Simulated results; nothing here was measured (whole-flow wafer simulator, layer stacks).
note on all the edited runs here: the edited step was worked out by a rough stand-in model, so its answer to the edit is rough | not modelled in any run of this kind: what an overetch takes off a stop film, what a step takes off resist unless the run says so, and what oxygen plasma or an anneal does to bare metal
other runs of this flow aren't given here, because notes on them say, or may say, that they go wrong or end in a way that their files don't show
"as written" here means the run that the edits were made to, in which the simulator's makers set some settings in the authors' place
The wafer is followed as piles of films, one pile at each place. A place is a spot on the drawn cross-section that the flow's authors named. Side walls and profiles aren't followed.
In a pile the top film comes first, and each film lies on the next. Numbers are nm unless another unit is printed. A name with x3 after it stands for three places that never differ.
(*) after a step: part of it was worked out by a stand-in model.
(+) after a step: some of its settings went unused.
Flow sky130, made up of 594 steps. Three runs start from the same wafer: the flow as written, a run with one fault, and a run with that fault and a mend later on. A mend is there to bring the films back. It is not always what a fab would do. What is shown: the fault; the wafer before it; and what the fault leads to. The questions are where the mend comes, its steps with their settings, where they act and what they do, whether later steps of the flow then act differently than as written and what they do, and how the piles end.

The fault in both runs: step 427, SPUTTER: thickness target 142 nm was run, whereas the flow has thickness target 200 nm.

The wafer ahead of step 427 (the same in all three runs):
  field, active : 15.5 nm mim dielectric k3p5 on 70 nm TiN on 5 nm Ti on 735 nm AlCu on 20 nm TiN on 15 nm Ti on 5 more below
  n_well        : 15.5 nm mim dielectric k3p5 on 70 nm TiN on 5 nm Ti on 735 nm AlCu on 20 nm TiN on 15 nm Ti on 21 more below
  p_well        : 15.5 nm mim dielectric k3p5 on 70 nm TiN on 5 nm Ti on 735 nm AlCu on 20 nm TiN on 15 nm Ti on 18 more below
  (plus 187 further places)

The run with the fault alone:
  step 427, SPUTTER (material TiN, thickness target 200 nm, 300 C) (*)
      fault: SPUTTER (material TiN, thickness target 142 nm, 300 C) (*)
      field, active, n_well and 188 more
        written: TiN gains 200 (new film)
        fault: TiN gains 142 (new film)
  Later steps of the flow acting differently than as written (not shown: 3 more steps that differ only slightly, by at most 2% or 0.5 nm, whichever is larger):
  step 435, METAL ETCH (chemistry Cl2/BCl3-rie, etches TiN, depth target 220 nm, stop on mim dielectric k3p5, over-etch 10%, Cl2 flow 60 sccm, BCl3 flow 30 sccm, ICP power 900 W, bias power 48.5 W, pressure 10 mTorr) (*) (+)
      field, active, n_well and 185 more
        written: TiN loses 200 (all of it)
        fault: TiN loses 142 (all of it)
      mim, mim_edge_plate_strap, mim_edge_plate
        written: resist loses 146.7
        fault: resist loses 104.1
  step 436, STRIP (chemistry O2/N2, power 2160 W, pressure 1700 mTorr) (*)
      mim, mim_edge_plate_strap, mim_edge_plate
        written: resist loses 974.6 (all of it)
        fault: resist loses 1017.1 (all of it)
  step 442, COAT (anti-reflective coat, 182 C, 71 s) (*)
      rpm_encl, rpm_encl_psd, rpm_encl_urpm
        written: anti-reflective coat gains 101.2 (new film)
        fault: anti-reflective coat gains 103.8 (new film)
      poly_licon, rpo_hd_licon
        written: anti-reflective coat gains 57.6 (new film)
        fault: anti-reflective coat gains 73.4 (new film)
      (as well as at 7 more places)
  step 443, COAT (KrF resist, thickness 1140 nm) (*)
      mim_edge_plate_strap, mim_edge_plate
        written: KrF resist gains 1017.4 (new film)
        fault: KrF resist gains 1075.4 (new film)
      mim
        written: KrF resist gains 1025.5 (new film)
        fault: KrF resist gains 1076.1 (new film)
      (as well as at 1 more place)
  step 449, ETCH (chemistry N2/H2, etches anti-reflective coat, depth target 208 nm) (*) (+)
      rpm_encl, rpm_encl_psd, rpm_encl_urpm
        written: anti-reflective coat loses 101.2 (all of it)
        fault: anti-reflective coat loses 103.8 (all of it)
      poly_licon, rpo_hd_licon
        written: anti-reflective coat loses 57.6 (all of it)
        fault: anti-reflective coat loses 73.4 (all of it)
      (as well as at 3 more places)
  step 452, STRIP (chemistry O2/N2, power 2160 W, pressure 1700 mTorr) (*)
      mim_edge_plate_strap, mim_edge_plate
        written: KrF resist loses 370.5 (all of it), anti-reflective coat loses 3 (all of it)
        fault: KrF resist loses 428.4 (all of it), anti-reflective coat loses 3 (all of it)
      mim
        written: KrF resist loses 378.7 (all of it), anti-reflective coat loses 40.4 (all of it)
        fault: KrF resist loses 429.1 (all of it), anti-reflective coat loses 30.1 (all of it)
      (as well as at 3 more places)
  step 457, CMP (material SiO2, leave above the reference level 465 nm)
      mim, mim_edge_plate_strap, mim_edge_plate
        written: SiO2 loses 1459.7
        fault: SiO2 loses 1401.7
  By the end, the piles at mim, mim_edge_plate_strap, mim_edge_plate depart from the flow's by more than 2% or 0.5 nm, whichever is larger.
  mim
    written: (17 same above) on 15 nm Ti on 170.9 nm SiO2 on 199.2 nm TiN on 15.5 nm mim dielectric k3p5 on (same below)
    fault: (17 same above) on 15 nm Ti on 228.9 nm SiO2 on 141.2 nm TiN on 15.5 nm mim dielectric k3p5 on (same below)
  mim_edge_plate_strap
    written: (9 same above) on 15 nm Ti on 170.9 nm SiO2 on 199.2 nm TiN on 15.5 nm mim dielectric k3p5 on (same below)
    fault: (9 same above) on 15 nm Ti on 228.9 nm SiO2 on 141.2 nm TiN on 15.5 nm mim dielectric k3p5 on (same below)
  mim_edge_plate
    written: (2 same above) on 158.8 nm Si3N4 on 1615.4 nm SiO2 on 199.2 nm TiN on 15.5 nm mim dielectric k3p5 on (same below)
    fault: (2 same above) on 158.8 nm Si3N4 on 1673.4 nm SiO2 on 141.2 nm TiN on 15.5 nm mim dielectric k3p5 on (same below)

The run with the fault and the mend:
  The mend stands after step 427.
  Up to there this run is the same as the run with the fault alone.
  step 427a, SPUTTER (material TiN, thickness target 58 nm, 300 C) (*) (the flow's step 427, run once more with other settings)
      field, active, n_well and 188 more
        TiN gains 58
  None of the later steps of the flow acts differently than as written at any place that is followed.
  By the end, the piles equal the flow's at every place that both follow.
